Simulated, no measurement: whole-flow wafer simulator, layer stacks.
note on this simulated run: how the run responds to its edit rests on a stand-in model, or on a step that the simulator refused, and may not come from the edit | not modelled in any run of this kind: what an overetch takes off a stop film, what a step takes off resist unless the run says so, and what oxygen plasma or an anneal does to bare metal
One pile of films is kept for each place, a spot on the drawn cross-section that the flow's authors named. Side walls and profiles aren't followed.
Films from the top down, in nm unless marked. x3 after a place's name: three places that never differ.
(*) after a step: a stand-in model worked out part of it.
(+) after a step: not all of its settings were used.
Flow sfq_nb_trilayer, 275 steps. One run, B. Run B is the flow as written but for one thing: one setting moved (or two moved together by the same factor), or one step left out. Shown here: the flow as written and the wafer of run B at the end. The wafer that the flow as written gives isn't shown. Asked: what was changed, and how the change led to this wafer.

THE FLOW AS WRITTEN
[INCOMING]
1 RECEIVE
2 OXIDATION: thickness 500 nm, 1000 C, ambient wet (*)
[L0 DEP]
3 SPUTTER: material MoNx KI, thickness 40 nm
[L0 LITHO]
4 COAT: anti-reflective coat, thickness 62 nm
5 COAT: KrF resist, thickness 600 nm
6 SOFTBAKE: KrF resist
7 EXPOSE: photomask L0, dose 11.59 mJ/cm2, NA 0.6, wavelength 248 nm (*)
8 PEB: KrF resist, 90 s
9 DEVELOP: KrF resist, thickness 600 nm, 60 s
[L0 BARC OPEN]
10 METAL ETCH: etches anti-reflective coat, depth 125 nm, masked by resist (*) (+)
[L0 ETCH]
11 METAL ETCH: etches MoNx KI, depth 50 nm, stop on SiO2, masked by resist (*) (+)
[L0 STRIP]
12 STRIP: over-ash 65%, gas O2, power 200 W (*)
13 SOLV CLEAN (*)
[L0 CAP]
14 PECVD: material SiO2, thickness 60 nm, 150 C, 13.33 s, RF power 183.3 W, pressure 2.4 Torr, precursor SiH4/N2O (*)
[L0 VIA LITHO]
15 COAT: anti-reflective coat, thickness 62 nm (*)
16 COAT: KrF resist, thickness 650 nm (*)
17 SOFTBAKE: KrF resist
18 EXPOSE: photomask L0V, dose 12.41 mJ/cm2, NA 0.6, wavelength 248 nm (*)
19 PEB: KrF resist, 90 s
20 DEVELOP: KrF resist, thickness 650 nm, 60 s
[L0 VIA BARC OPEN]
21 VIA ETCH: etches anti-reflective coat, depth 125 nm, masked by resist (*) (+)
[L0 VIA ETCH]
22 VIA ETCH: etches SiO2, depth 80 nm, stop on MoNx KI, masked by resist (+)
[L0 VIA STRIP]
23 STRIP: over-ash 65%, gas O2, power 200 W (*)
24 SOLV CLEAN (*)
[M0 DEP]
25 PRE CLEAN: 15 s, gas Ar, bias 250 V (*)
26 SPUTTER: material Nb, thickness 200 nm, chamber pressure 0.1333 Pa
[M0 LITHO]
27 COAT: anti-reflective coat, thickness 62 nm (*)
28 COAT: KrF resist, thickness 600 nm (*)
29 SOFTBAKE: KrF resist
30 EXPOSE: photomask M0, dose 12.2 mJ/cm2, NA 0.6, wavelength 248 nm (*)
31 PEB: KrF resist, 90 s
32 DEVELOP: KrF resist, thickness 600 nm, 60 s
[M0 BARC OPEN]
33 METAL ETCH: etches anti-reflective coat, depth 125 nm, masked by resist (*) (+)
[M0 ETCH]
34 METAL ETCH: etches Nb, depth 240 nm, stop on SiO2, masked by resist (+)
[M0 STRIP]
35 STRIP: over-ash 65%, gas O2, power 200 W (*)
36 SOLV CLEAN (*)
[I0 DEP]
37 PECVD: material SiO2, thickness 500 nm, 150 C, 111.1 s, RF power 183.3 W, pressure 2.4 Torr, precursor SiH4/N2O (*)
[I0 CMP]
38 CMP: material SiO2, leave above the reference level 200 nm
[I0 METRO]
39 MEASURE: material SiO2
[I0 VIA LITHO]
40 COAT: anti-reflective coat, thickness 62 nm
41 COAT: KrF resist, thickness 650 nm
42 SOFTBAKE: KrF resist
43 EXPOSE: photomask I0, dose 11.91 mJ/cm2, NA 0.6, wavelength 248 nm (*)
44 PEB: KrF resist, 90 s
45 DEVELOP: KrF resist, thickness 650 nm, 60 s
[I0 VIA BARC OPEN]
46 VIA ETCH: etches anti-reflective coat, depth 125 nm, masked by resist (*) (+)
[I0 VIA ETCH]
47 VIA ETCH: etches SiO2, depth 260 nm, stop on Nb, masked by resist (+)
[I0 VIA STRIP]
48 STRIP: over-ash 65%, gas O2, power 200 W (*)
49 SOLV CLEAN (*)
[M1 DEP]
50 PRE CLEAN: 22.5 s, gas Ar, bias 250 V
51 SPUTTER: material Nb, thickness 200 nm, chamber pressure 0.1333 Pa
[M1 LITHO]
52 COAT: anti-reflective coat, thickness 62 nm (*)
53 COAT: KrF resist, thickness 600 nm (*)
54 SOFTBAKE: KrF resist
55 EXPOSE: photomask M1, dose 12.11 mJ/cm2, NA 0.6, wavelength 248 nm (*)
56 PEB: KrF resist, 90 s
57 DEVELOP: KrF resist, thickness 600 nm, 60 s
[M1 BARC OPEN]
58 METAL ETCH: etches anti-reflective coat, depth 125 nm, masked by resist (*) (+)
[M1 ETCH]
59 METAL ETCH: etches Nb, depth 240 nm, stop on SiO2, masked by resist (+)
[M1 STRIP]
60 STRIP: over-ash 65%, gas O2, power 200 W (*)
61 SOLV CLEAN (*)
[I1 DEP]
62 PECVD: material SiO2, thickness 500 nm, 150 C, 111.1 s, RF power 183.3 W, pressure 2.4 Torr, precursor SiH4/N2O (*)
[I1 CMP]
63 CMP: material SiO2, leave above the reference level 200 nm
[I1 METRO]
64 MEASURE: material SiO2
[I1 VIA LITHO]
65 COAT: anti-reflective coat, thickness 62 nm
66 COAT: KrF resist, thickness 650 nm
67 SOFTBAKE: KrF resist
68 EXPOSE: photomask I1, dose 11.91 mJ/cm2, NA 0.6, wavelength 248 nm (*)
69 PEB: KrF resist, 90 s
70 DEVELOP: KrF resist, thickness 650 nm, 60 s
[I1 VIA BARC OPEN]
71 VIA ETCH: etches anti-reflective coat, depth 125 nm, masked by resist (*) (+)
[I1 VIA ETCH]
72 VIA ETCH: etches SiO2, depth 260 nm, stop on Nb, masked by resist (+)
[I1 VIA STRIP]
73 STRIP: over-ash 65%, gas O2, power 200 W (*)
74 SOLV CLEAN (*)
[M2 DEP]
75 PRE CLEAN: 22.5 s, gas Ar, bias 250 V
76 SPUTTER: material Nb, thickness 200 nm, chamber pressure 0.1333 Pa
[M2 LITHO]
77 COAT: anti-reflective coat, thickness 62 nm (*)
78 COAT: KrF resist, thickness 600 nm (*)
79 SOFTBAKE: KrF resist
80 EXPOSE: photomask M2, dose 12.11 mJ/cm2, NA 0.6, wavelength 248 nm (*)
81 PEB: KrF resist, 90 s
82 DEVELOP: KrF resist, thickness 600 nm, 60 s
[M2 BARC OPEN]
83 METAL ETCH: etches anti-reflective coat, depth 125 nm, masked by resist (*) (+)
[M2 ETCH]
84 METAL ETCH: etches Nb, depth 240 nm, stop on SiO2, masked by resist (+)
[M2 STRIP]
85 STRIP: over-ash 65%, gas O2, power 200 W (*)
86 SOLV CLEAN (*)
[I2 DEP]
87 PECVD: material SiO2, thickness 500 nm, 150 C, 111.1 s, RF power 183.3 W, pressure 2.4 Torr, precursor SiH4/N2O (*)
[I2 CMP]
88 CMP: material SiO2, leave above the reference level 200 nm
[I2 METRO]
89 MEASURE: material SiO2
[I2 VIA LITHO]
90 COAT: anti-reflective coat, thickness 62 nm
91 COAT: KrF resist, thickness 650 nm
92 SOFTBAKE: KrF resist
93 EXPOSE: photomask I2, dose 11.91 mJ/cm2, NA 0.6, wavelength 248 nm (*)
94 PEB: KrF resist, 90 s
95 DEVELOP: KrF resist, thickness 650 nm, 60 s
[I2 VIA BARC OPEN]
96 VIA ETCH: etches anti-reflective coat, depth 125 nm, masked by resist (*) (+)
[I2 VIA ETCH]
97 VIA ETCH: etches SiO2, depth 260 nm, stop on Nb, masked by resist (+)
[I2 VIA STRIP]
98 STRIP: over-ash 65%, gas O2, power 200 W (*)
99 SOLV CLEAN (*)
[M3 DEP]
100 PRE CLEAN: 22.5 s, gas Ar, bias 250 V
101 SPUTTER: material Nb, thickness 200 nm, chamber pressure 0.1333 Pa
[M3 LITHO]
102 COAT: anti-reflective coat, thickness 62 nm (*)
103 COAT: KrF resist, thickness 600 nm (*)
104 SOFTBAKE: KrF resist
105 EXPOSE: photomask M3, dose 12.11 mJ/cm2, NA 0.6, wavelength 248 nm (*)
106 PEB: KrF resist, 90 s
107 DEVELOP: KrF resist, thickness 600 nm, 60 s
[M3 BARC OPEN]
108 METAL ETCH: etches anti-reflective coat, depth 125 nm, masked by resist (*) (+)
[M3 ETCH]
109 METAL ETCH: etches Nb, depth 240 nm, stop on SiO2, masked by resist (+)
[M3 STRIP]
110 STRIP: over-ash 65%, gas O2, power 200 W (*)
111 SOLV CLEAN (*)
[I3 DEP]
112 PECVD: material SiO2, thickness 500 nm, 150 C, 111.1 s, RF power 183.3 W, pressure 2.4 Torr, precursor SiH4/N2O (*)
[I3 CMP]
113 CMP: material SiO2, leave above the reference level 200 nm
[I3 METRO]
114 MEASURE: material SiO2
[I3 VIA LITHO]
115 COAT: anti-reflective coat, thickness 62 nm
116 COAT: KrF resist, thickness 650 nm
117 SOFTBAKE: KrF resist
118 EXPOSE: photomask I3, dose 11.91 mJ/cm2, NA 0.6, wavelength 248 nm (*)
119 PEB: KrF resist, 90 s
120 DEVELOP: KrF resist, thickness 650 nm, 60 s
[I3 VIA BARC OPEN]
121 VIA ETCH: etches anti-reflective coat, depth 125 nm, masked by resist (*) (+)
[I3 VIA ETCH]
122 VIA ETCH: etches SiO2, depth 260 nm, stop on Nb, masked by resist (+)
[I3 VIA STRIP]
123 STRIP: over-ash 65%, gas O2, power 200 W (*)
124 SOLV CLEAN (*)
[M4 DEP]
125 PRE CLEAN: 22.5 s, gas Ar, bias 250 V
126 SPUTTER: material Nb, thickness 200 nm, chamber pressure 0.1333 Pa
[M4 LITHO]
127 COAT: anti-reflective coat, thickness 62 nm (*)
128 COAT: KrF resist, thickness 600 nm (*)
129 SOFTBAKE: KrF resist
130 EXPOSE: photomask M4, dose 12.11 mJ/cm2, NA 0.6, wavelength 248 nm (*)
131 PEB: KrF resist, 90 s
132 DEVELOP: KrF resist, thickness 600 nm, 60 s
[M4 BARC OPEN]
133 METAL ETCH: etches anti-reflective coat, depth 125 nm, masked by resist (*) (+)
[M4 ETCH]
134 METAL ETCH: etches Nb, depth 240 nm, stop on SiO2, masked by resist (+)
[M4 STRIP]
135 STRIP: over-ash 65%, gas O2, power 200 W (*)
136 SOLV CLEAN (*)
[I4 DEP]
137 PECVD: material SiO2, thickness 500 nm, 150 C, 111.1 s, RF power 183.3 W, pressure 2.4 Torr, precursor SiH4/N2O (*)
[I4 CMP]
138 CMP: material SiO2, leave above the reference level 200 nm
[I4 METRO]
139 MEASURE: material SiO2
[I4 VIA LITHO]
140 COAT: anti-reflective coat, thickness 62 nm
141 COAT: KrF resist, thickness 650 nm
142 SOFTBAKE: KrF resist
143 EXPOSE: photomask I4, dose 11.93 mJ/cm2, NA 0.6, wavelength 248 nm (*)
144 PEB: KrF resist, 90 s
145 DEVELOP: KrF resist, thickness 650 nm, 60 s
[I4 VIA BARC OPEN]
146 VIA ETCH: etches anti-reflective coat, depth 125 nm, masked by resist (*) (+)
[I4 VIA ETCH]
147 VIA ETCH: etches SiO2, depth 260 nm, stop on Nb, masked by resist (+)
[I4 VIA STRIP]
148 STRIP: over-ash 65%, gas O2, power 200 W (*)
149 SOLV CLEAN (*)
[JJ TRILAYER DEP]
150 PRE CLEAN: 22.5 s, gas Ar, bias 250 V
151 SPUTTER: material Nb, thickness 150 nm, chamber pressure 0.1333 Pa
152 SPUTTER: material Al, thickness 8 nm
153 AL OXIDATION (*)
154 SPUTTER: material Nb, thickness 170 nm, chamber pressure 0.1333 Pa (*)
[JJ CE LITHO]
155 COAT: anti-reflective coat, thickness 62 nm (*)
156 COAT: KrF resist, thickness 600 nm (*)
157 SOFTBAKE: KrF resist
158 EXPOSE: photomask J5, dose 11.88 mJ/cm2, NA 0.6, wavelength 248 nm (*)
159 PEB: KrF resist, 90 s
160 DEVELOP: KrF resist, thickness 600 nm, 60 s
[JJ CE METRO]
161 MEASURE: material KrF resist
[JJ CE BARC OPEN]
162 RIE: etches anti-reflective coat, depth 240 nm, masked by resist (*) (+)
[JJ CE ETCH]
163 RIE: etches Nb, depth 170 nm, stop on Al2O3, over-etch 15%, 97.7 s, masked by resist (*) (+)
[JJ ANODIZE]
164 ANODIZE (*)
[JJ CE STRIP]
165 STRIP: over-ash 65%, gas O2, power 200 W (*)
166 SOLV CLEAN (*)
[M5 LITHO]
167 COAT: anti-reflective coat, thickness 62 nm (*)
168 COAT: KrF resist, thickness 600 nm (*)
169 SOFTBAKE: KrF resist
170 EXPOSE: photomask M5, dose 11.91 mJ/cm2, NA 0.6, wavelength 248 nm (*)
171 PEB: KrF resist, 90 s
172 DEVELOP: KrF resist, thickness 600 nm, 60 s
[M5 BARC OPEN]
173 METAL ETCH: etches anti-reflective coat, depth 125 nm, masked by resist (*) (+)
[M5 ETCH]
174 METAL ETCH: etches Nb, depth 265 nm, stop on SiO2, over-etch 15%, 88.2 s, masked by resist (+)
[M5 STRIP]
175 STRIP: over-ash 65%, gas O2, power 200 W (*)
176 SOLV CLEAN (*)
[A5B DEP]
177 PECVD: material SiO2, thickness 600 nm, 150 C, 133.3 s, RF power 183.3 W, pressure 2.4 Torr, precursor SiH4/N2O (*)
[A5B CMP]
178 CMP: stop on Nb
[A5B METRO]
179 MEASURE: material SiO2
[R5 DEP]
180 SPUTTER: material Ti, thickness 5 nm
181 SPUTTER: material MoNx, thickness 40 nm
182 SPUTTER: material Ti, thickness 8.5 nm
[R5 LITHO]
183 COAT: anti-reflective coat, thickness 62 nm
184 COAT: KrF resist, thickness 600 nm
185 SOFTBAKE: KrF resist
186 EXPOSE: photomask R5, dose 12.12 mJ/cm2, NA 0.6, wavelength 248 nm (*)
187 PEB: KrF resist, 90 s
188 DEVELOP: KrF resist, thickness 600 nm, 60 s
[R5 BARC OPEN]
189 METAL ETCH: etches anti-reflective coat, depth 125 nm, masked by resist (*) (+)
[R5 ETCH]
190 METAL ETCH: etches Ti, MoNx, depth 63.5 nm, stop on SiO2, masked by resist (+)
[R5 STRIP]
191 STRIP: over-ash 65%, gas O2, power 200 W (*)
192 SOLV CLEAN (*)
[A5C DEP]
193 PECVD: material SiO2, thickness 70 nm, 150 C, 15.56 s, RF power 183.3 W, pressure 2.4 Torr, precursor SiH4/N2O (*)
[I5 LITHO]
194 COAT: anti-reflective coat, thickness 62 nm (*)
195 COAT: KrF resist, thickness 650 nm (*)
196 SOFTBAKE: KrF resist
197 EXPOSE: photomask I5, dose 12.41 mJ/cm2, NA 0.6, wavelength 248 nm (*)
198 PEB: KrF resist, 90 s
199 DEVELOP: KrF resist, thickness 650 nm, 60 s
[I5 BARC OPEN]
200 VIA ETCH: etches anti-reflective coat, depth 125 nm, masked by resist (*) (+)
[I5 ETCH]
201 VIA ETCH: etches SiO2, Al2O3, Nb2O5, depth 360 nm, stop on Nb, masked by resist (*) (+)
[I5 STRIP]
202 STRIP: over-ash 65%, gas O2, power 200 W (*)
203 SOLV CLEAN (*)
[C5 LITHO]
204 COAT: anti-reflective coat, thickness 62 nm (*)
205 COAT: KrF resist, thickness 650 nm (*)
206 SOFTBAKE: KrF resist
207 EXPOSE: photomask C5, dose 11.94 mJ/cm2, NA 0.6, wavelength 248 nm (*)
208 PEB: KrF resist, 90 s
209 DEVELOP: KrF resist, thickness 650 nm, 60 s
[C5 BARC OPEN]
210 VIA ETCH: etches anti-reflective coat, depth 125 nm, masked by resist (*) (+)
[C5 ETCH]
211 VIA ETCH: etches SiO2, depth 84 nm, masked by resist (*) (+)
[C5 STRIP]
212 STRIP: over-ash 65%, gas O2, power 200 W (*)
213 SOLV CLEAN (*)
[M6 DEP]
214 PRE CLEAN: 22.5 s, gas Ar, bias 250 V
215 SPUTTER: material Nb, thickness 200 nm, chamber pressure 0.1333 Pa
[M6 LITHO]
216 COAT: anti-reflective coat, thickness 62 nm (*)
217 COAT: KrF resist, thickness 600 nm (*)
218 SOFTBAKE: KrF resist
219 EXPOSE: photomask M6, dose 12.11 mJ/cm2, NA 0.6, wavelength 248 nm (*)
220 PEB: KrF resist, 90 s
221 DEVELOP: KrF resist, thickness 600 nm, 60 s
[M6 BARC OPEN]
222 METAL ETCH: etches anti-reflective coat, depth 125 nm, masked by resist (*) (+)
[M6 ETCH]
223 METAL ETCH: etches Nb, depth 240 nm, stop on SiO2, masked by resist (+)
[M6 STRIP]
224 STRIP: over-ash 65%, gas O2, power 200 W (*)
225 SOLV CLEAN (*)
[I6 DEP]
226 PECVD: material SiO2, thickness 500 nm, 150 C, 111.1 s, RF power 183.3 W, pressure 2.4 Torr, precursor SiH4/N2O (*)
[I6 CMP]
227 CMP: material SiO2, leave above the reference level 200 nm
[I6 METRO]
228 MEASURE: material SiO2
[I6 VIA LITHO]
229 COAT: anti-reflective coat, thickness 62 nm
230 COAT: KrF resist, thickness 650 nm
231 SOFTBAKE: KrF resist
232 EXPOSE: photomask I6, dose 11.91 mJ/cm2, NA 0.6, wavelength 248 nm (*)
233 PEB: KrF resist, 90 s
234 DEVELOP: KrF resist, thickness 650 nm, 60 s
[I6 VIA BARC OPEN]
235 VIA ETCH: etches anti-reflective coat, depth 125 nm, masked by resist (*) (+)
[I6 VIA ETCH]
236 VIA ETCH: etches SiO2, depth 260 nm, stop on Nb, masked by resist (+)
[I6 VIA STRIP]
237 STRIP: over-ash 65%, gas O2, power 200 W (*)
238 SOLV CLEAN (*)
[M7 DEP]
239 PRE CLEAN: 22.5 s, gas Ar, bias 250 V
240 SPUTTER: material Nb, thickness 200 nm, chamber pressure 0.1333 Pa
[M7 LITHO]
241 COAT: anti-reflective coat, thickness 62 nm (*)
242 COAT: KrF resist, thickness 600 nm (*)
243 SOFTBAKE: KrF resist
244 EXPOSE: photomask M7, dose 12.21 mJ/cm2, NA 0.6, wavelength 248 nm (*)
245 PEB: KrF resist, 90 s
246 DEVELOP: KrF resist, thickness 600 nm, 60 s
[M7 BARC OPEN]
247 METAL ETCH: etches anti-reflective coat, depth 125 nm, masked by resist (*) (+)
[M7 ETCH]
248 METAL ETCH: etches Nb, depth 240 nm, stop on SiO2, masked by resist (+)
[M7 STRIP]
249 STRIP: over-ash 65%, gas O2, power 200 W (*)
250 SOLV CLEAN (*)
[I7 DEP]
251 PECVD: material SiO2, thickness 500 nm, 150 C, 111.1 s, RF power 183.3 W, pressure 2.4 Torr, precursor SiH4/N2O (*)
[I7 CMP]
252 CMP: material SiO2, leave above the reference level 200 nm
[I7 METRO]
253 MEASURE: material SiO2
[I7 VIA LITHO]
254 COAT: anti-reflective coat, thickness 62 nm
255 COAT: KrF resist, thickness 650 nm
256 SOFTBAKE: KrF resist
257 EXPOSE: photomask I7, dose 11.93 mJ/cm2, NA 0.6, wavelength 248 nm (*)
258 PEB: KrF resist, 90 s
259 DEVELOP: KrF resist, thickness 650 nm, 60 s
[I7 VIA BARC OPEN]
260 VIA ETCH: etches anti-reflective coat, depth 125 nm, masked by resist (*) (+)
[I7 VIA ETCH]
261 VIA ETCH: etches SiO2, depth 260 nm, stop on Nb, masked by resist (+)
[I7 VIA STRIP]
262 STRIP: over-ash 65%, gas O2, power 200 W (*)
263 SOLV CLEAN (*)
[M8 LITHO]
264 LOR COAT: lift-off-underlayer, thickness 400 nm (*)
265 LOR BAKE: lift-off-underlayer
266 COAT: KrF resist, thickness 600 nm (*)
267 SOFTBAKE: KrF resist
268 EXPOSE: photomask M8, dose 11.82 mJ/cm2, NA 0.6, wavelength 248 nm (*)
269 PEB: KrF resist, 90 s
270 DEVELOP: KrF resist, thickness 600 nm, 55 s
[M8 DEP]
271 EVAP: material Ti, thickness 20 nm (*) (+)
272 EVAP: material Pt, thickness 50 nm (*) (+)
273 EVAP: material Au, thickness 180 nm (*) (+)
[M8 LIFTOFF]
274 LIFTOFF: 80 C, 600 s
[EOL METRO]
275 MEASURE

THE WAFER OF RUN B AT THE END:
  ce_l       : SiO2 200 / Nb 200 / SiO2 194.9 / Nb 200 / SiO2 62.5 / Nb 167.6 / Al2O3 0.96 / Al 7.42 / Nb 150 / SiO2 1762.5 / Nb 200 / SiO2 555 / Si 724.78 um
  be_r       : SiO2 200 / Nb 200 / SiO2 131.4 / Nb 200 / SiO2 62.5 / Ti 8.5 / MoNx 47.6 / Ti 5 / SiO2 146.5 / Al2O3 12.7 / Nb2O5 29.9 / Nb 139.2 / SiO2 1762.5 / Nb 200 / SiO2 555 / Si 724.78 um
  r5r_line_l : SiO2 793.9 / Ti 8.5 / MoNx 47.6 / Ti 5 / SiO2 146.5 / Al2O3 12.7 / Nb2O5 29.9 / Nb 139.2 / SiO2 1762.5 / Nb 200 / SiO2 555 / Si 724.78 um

The cause: step 181, SPUTTER: thickness 47.6 nm was run, where the flow has thickness 40 nm.
It can be read off the wafer: be_r has MoNx 47.6, and step 181 as written asks for 40 nm.

How the change led to this, step by step:
  181 SPUTTER: material MoNx, thickness 40 nm
      field_l, v_sur, via_wl and 103 more: MoNx +47.6 (new film) (as written it would be: MoNx +40 (new film))
  190 METAL ETCH: etches Ti, MoNx, depth 63.5 nm, stop on SiO2, masked by resist (+)
      field_l, v_sur, via_wl and 92 more: Ti -8.5 (all of it), MoNx -47.6 (all of it), Ti -5 (all of it) (as written it would be: Ti -8.5 (all of it), MoNx -40 (all of it), Ti -5 (all of it))
      ce_l, c5j, ce_r, wl_jj: Ti -8.5 (all of it), MoNx -47.6 (all of it), Ti -5 (all of it), Nb -2.4 (as written it would be: Ti -8.5 (all of it), MoNx -40 (all of it), Ti -5 (all of it), Nb -10)
  194 COAT: anti-reflective coat, thickness 62 nm (*)
      wl_j_sl, wl_j_sr: anti-reflective coat +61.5 (new film) (as written it would be: anti-reflective coat +60.2 (new film))
      r5r_spacepad_l, r5r_spacepad_r: anti-reflective coat +87.7 (new film) (as written it would be: anti-reflective coat +84.4 (new film))
      (and at 9 more places)
  202 STRIP: over-ash 65%, gas O2, power 200 W (*)
      wl_j_sl, wl_j_sr: KrF resist -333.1 (all of it), anti-reflective coat -61.5 (all of it) (as written it would be: KrF resist -333.3 (all of it), anti-reflective coat -60.2 (all of it))
      r5r_spacepad_l, r5r_spacepad_r: KrF resist -335.9 (all of it), anti-reflective coat -87.7 (all of it) (as written it would be: KrF resist -335.6 (all of it), anti-reflective coat -84.4 (all of it))
      (and at 9 more places)
  204 COAT: anti-reflective coat, thickness 62 nm (*)
      wl_j_sl, wl_j_sr: anti-reflective coat +61.5 (new film) (as written it would be: anti-reflective coat +60.2 (new film))
      r5r_spacepad_l, r5r_spacepad_r: anti-reflective coat +87.7 (new film) (as written it would be: anti-reflective coat +84.4 (new film))
      (and at 10 more places)
  210 VIA ETCH: etches anti-reflective coat, depth 125 nm, masked by resist (*) (+)
      c5j: anti-reflective coat -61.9 (all of it), SiO2 -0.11 (as written it would be: anti-reflective coat -63.9 (all of it), SiO2 -0.11)
  212 STRIP: over-ash 65%, gas O2, power 200 W (*)
      wl_j_sl, wl_j_sr: KrF resist -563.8 (all of it), anti-reflective coat -61.5 (all of it) (as written it would be: KrF resist -563.4 (all of it), anti-reflective coat -60.2 (all of it))
      r5r_spacepad_l, r5r_spacepad_r: KrF resist -566.6 (all of it), anti-reflective coat -87.7 (all of it) (as written it would be: KrF resist -565.8 (all of it), anti-reflective coat -84.4 (all of it))
      (and at 9 more places)
  216 COAT: anti-reflective coat, thickness 62 nm (*)
      wl_j_sl, wl_j_sr: anti-reflective coat +61.5 (new film) (as written it would be: anti-reflective coat +60.2 (new film))
      r5r_spacepad_l, r5r_spacepad_r: anti-reflective coat +89.5 (new film) (as written it would be: anti-reflective coat +85.7 (new film))
      (and at 7 more places)
  222 METAL ETCH: etches anti-reflective coat, depth 125 nm, masked by resist (*) (+)
      r5r_spacepad_l, r5r_spacepad_r: anti-reflective coat -89.5 (all of it) (as written it would be: anti-reflective coat -85.7 (all of it))
      r5r_space_c: anti-reflective coat -77.2 (all of it) (as written it would be: anti-reflective coat -75.5 (all of it))
      (and at 1 more place)
  224 STRIP: over-ash 65%, gas O2, power 200 W (*)
      wl_j_sl, wl_j_sr: KrF resist -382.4 (all of it), anti-reflective coat -61.5 (all of it) (as written it would be: KrF resist -382.5 (all of it), anti-reflective coat -60.2 (all of it))
      jj_sur: KrF resist -378.6 (all of it), anti-reflective coat -58.1 (all of it) (as written it would be: KrF resist -378.5 (all of it), anti-reflective coat -56.1 (all of it))
      (and at 4 more places)
  227 CMP: material SiO2, leave above the reference level 200 nm
      r5r_line_l, r5r_spacepad_l, r5r_spacepad_r, r5r_line_c, r5r_line_r: SiO2 -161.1 (as written it would be: SiO2 -153.5)
      ce_l, ce_r, wl_jj: SiO2 -297.6 (as written it would be: SiO2 -290)
      (and at 5 more places)
